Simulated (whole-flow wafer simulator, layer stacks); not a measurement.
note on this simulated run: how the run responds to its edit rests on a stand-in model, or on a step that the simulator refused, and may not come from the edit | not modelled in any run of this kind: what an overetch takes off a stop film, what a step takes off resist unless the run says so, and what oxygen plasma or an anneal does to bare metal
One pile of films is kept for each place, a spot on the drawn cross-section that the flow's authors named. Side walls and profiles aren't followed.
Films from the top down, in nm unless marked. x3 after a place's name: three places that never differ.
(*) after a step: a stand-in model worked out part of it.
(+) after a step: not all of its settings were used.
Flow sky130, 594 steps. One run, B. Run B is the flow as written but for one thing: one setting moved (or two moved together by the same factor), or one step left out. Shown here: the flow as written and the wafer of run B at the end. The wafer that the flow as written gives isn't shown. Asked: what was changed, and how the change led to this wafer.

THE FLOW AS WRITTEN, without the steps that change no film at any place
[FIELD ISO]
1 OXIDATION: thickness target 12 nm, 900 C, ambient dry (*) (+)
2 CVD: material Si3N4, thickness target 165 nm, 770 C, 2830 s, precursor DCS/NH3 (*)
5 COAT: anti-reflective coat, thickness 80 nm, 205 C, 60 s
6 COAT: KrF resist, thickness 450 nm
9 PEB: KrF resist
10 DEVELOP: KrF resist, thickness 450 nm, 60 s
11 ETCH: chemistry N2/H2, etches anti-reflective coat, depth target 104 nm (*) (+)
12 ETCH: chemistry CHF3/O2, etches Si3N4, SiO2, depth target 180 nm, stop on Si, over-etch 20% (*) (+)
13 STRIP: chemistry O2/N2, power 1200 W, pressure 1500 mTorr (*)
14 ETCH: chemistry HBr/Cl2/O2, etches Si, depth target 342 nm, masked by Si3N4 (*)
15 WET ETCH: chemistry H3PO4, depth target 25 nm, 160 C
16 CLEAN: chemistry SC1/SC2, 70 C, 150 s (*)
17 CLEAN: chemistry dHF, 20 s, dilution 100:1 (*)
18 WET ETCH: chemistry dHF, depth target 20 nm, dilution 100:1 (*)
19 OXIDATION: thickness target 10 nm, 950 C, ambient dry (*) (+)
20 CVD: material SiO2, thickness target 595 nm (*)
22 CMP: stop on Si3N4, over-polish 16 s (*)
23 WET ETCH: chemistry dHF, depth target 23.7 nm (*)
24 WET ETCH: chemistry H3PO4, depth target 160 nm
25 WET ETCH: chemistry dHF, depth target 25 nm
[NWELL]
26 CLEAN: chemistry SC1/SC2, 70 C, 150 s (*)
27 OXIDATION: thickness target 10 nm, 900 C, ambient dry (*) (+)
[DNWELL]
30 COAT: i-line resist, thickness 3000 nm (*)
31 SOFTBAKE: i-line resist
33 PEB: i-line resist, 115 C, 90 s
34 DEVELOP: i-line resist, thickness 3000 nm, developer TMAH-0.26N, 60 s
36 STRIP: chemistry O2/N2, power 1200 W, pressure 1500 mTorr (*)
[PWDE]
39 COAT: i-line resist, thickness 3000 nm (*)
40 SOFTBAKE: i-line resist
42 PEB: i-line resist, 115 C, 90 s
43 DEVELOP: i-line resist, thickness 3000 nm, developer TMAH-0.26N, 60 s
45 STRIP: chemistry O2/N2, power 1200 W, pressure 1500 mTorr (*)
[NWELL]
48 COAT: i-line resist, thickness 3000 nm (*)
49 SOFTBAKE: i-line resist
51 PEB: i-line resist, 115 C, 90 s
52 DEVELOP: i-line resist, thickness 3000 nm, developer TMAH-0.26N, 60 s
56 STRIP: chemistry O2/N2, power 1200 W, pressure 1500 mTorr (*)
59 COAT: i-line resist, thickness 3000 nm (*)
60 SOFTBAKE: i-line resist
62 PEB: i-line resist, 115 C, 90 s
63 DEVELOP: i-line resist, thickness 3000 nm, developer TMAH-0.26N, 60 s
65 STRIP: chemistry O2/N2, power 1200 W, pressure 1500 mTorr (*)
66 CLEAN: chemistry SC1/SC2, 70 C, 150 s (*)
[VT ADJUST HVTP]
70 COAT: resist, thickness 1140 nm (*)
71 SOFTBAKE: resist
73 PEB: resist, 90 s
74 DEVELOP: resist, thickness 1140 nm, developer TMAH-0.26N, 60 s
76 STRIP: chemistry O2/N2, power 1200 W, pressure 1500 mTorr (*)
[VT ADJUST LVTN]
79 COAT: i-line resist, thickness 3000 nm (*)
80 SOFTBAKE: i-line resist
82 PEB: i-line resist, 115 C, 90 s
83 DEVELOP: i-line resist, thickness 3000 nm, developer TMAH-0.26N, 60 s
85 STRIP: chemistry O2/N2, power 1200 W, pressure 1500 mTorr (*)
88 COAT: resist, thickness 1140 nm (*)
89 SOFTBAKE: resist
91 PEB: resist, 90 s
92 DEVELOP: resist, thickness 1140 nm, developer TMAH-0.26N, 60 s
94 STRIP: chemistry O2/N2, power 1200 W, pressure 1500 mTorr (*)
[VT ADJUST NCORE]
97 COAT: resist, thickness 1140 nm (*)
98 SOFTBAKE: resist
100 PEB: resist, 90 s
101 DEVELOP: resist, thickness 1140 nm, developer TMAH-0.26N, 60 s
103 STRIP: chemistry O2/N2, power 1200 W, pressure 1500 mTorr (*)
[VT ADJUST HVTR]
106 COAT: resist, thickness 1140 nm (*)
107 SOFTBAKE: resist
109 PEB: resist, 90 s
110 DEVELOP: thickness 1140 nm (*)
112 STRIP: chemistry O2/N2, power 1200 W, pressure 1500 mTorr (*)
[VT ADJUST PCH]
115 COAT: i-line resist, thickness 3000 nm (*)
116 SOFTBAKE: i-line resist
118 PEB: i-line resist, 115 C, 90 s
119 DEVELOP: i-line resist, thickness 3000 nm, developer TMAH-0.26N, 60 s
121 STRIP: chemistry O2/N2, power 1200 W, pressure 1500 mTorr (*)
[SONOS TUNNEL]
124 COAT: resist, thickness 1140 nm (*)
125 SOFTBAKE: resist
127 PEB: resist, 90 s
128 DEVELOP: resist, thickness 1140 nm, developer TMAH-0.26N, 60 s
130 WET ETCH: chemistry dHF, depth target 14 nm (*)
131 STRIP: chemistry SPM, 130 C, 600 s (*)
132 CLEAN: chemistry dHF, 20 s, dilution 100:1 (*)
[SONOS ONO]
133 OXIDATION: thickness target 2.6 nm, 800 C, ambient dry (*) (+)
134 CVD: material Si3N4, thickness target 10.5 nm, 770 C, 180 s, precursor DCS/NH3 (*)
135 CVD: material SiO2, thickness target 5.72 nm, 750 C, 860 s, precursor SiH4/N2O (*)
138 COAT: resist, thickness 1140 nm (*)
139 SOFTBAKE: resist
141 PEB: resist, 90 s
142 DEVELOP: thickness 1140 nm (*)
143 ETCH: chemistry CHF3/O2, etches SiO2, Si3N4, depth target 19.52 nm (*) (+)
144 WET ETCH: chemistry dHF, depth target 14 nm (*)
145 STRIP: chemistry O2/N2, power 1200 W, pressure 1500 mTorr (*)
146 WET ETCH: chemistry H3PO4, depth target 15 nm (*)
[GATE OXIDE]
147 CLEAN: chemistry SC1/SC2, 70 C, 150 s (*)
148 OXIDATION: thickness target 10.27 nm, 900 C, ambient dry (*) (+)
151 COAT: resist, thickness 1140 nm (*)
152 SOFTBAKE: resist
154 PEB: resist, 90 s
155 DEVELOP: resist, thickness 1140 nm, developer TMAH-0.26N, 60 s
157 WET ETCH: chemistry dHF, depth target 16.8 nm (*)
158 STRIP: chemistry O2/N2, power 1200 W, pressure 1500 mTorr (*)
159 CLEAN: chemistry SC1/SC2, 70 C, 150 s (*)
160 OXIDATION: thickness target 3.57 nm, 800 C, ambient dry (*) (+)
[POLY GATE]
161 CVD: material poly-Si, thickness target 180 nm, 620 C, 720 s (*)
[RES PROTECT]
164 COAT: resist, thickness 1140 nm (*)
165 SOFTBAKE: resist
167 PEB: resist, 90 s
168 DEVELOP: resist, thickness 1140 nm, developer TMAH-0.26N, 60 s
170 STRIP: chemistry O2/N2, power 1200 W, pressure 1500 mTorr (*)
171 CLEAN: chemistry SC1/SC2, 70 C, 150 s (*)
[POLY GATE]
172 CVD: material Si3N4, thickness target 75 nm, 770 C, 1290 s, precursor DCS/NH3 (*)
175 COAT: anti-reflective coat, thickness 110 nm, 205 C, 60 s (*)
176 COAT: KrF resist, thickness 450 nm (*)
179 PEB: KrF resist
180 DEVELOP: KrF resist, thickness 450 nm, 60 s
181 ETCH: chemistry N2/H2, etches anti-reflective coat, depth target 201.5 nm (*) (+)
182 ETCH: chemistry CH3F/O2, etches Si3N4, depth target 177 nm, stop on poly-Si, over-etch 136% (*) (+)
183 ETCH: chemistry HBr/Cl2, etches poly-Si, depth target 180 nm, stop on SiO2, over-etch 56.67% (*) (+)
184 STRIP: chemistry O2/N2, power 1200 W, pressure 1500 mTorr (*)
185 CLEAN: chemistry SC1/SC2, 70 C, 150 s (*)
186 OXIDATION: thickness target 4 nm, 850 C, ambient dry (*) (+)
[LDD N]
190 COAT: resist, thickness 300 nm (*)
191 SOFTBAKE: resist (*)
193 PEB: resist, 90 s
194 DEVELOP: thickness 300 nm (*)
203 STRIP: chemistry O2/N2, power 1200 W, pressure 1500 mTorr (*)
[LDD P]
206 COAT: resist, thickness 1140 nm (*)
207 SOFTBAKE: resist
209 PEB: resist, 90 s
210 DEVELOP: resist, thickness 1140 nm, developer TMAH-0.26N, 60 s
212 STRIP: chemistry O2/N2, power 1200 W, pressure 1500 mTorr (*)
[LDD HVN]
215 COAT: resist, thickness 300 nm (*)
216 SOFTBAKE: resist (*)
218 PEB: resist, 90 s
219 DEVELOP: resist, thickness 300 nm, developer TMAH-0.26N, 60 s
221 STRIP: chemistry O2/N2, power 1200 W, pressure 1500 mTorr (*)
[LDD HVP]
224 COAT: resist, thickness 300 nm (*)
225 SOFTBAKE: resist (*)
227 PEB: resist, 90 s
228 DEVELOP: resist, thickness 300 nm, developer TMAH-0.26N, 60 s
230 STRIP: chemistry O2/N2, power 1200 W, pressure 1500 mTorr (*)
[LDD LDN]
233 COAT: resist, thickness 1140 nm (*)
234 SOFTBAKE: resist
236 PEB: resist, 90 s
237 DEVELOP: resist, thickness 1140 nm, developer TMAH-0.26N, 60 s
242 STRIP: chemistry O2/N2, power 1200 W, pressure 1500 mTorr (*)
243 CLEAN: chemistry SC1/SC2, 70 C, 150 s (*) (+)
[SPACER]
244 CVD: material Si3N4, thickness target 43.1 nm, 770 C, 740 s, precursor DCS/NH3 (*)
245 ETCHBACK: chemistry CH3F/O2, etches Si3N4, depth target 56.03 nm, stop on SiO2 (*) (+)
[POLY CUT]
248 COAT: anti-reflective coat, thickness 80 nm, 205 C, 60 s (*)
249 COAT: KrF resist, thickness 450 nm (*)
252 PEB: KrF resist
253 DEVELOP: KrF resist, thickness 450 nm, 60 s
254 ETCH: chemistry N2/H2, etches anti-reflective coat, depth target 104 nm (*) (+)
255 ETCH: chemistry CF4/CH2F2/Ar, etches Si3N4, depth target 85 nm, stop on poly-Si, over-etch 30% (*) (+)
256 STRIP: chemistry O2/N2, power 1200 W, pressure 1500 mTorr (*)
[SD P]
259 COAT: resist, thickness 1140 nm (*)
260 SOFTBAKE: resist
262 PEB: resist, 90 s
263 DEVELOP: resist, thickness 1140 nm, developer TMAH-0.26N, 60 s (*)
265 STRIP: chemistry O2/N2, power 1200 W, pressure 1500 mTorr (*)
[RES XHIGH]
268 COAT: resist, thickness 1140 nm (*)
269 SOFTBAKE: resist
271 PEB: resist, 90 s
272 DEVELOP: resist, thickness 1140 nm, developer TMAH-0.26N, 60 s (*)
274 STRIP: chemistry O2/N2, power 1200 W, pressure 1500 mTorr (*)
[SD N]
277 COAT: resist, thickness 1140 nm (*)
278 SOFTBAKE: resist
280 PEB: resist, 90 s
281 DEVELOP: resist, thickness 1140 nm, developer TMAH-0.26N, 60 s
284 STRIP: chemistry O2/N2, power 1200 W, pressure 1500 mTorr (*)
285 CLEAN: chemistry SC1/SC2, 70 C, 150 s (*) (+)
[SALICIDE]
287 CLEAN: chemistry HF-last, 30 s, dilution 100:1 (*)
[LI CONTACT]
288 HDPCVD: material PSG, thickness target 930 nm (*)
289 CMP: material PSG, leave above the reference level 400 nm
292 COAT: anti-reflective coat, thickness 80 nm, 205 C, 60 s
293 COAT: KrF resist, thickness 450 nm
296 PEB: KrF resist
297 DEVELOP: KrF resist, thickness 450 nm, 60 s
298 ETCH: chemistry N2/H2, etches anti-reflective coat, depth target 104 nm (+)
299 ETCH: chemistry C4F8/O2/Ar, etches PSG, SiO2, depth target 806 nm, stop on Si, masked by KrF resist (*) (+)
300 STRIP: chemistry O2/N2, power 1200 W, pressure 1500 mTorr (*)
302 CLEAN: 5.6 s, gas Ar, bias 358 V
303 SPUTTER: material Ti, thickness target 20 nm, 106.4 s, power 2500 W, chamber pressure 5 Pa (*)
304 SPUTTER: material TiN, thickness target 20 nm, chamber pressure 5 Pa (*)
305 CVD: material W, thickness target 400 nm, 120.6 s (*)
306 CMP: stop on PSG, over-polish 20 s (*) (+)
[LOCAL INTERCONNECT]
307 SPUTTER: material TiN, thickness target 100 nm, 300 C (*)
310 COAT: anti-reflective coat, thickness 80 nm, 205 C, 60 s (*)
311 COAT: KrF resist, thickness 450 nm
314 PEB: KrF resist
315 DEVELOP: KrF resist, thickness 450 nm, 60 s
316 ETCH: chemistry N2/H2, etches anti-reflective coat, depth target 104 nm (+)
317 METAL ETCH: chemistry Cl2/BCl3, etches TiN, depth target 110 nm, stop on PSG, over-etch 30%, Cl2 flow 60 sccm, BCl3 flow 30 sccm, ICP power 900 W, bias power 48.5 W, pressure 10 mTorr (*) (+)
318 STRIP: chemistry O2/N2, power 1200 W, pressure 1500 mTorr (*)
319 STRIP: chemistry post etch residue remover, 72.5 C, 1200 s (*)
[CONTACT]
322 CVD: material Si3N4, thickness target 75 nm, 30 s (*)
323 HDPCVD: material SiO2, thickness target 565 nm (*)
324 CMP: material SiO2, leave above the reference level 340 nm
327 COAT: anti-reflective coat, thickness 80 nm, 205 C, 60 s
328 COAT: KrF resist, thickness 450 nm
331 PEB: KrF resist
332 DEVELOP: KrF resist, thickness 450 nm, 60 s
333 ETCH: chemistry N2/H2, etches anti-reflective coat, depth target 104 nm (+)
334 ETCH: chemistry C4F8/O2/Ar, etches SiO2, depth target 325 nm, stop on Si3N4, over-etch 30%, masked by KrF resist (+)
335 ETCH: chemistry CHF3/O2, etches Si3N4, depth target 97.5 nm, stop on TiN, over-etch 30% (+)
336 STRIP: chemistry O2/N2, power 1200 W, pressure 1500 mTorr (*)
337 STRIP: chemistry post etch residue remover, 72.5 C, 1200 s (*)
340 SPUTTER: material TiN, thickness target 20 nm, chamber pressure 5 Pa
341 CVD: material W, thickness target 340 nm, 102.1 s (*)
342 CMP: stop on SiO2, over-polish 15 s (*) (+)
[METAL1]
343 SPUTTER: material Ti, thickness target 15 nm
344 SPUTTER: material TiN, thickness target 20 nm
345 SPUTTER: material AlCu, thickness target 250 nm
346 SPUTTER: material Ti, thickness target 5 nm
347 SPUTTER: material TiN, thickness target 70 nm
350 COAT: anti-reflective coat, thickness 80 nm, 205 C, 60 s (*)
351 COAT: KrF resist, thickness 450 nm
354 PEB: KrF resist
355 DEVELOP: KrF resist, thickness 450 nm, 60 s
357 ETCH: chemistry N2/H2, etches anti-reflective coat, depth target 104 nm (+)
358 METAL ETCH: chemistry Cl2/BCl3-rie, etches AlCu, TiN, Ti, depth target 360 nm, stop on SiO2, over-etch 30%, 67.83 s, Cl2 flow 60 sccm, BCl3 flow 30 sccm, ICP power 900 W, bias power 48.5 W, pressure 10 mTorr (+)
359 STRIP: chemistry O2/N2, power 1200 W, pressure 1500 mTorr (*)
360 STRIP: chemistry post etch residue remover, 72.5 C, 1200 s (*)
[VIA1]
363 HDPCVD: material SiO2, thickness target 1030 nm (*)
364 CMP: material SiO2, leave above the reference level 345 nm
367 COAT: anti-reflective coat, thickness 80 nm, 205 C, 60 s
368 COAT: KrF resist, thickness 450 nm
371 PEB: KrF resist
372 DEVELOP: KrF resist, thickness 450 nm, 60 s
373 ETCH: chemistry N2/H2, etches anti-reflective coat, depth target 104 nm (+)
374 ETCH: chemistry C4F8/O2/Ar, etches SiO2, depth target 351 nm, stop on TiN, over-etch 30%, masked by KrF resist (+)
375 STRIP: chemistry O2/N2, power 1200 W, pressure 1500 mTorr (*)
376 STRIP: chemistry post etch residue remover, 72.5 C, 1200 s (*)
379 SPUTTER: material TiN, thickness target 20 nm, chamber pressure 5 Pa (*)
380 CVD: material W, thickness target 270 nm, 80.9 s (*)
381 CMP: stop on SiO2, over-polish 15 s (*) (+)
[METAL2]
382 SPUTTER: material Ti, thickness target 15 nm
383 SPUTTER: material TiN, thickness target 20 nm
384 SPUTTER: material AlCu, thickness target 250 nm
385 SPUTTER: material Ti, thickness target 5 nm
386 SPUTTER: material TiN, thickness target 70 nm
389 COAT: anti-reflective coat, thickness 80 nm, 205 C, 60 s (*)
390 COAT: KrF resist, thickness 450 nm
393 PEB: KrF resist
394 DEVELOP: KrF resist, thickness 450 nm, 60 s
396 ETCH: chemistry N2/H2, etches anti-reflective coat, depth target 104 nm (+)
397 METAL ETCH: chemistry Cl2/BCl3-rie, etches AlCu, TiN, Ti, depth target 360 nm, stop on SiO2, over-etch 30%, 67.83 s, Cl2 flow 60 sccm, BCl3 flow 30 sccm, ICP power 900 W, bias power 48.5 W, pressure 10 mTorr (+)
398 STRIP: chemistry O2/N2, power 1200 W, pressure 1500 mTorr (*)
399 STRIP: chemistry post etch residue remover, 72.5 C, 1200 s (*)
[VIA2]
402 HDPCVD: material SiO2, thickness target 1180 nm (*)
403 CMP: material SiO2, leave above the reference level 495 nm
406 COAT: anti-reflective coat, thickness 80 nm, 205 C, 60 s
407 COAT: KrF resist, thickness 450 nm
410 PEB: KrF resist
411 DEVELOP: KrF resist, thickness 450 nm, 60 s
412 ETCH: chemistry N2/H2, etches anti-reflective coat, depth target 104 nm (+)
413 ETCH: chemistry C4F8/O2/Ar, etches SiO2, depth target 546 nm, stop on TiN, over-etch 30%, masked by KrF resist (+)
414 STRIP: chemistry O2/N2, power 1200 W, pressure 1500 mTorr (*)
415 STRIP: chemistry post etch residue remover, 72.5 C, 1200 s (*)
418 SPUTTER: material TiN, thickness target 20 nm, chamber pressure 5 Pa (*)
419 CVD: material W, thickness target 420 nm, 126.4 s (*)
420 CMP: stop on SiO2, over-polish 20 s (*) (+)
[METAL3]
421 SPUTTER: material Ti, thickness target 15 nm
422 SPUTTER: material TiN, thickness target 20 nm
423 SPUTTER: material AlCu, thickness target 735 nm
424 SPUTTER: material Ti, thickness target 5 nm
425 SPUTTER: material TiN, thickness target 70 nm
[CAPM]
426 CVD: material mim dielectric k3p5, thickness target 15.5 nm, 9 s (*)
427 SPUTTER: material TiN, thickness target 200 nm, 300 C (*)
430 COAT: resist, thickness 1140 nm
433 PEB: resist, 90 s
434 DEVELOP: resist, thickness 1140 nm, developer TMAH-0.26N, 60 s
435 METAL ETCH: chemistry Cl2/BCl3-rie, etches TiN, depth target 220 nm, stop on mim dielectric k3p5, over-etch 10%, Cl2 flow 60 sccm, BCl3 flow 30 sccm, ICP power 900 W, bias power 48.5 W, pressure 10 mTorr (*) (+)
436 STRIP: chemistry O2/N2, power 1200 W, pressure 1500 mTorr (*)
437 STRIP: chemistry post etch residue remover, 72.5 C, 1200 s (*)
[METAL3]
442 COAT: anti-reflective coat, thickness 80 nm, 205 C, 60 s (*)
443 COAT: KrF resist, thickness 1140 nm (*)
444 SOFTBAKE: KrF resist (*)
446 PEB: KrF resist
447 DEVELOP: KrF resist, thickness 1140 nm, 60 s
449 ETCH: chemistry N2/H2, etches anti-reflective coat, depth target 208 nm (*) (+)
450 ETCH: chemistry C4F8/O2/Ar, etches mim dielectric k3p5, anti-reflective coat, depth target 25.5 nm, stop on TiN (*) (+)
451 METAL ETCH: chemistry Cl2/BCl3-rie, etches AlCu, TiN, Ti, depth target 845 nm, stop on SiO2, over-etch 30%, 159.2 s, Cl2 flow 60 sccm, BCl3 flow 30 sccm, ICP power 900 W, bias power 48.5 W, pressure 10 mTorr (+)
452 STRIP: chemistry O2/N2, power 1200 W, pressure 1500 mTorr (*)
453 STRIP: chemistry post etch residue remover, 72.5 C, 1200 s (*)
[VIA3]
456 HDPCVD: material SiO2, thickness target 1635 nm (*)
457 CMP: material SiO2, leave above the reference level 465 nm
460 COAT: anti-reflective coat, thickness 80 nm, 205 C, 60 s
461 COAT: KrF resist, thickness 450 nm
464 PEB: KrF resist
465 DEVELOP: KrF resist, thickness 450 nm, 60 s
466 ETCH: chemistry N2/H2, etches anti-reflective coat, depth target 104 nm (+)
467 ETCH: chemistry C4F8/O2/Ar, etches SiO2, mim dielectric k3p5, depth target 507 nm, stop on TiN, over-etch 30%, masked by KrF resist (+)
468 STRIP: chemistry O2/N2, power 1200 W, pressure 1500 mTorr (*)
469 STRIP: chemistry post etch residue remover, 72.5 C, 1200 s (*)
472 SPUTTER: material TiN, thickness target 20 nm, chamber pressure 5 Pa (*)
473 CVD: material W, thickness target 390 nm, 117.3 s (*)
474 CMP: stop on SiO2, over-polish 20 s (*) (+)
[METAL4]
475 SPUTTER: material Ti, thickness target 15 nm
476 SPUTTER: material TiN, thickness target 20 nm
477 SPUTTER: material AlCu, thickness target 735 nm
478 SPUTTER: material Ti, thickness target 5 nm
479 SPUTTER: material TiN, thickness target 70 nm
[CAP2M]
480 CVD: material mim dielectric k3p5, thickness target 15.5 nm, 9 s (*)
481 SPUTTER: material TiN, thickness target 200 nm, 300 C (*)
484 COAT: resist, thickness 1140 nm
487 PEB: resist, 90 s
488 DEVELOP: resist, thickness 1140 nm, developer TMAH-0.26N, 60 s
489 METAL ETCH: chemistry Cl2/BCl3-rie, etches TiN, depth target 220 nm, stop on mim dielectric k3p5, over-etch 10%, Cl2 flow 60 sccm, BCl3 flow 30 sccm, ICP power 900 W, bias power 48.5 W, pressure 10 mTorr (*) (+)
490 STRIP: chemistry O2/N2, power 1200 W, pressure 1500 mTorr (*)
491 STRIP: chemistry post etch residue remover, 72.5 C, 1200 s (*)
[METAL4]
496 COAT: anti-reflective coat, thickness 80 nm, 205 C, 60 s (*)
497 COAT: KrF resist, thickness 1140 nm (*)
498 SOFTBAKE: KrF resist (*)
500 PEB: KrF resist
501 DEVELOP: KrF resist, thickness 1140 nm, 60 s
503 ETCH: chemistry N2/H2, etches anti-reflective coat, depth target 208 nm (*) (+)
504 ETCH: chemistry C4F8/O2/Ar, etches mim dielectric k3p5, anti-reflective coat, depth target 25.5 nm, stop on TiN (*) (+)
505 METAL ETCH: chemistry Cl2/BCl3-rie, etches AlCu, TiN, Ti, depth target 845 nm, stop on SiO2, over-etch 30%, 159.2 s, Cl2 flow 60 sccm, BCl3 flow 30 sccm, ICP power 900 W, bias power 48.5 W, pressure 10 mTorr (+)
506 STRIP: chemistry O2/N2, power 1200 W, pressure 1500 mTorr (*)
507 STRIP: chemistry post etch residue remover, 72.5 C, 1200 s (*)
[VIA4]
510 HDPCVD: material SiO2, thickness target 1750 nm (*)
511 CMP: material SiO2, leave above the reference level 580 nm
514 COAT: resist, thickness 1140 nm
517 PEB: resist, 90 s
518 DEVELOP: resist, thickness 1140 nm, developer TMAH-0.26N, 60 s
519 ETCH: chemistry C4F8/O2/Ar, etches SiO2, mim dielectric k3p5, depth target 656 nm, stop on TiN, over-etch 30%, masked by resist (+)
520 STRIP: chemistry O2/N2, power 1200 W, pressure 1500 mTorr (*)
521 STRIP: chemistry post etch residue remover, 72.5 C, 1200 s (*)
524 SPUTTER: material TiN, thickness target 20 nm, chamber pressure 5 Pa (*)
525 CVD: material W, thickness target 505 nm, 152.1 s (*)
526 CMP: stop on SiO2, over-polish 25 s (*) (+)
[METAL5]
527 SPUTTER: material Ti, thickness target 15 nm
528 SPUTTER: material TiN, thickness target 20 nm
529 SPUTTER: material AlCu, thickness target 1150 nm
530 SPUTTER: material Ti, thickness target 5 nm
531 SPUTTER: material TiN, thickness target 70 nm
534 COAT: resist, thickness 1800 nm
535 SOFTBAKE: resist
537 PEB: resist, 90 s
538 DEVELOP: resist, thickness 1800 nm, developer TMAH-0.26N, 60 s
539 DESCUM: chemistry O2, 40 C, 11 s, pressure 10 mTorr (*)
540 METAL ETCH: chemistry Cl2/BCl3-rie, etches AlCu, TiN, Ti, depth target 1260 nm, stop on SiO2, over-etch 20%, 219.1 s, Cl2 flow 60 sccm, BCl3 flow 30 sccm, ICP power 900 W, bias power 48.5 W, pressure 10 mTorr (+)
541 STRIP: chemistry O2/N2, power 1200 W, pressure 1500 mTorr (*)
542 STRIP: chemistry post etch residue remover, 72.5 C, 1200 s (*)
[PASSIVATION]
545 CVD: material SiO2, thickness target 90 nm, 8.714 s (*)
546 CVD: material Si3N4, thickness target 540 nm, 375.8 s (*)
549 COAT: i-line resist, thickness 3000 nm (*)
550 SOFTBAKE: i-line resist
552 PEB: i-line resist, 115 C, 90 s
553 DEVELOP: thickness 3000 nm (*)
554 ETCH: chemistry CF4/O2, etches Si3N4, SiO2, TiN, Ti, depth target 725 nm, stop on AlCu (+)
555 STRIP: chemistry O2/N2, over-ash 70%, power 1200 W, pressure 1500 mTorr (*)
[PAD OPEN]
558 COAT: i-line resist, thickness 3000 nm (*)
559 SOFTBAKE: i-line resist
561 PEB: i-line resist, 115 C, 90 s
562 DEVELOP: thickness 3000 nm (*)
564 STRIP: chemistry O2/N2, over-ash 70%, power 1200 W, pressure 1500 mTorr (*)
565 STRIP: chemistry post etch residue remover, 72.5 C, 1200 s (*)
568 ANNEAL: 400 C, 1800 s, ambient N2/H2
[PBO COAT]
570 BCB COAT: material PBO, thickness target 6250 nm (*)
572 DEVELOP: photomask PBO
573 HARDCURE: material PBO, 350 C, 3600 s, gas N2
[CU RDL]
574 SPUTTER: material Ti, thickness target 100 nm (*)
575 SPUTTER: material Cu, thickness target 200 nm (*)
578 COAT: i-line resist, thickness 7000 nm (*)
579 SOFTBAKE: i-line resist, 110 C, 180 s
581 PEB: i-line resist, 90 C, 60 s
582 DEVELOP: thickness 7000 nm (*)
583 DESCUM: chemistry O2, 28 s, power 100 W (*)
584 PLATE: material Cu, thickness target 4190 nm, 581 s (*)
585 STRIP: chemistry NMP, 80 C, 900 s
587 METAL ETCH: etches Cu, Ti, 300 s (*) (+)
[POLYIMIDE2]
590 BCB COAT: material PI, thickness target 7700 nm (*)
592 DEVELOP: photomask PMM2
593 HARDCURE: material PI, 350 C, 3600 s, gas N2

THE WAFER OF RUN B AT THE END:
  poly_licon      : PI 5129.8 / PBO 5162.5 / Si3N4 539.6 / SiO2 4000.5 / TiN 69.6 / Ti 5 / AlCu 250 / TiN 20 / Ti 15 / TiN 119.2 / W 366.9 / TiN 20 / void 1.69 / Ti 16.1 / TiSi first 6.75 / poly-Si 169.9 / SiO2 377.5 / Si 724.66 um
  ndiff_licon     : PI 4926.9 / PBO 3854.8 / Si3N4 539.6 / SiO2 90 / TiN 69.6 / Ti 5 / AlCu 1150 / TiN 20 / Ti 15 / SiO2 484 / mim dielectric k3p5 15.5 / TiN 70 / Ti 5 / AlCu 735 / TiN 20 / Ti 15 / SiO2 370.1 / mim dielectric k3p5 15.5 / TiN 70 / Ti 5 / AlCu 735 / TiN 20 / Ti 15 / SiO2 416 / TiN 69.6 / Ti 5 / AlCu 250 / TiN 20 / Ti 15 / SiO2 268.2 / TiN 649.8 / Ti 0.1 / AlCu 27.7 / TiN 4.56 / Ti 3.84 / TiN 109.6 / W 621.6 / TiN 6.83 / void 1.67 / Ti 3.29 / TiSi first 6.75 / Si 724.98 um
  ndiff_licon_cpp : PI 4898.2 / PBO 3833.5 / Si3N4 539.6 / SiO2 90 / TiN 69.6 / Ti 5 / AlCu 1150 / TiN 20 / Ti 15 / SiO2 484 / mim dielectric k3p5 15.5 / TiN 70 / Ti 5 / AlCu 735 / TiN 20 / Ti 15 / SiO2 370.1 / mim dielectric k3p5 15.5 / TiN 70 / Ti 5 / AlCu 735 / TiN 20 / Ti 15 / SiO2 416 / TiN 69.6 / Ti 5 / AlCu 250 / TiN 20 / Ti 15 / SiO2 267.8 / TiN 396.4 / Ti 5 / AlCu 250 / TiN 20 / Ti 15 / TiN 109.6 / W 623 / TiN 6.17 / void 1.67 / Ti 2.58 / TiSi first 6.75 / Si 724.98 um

The cause: step 341, CVD: material W, thickness target 340 nm, 102.1 s (*), was left out.

How the change led to this, step by step:
  342 CMP: stop on SiO2, over-polish 15 s (*) (+)
      field, active, n_well and 184 more: TiN -20 (all of it), SiO2 -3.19 (as written it would be: W -340 (all of it), TiN -20 (all of it), SiO2 -3.19)
      ndiff_licon, ndiff_licon_cpp, rpo_hd_licon: nothing (as written it would be: W -363.7)
      (and at 1 more place)
  343 SPUTTER: material Ti, thickness target 15 nm
      ndiff_licon: Ti +3.84 (new film) (as written it would be: Ti +15 (new film))
  344 SPUTTER: material TiN, thickness target 20 nm
      ndiff_licon: TiN +4.56 (new film) (as written it would be: TiN +20 (new film))
  345 SPUTTER: material AlCu, thickness target 250 nm
      ndiff_licon: AlCu +27.7 (new film) (as written it would be: AlCu +250 (new film))
  346 SPUTTER: material Ti, thickness target 5 nm
      ndiff_licon: Ti +0.1 (new film) (as written it would be: Ti +5 (new film))
  347 SPUTTER: material TiN, thickness target 70 nm
      ndiff_licon: TiN +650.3 (new film) (as written it would be: TiN +70 (new film))
      ndiff_licon_cpp: TiN +396.8 (new film) (as written it would be: TiN +70 (new film))
      (and at 1 more place)
  350 COAT: anti-reflective coat, thickness 80 nm, 205 C, 60 s (*)
      poly_licon: anti-reflective coat +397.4 (new film) (as written it would be: anti-reflective coat +80.4 (new film))
      rpo_hd_licon: anti-reflective coat +82.1 (new film) (as written it would be: anti-reflective coat +80.4 (new film))
  359 STRIP: chemistry O2/N2, power 1200 W, pressure 1500 mTorr (*)
      poly_licon: KrF resist -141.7 (all of it), anti-reflective coat -397.4 (all of it) (as written it would be: KrF resist -141.5 (all of it), anti-reflective coat -80.4 (all of it))
      rpo_hd_licon: KrF resist -141.7 (all of it), anti-reflective coat -82.1 (all of it) (as written it would be: KrF resist -141.5 (all of it), anti-reflective coat -80.4 (all of it))
  364 CMP: material SiO2, leave above the reference level 345 nm
      poly_licon: SiO2 -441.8 (as written it would be: SiO2 -759)
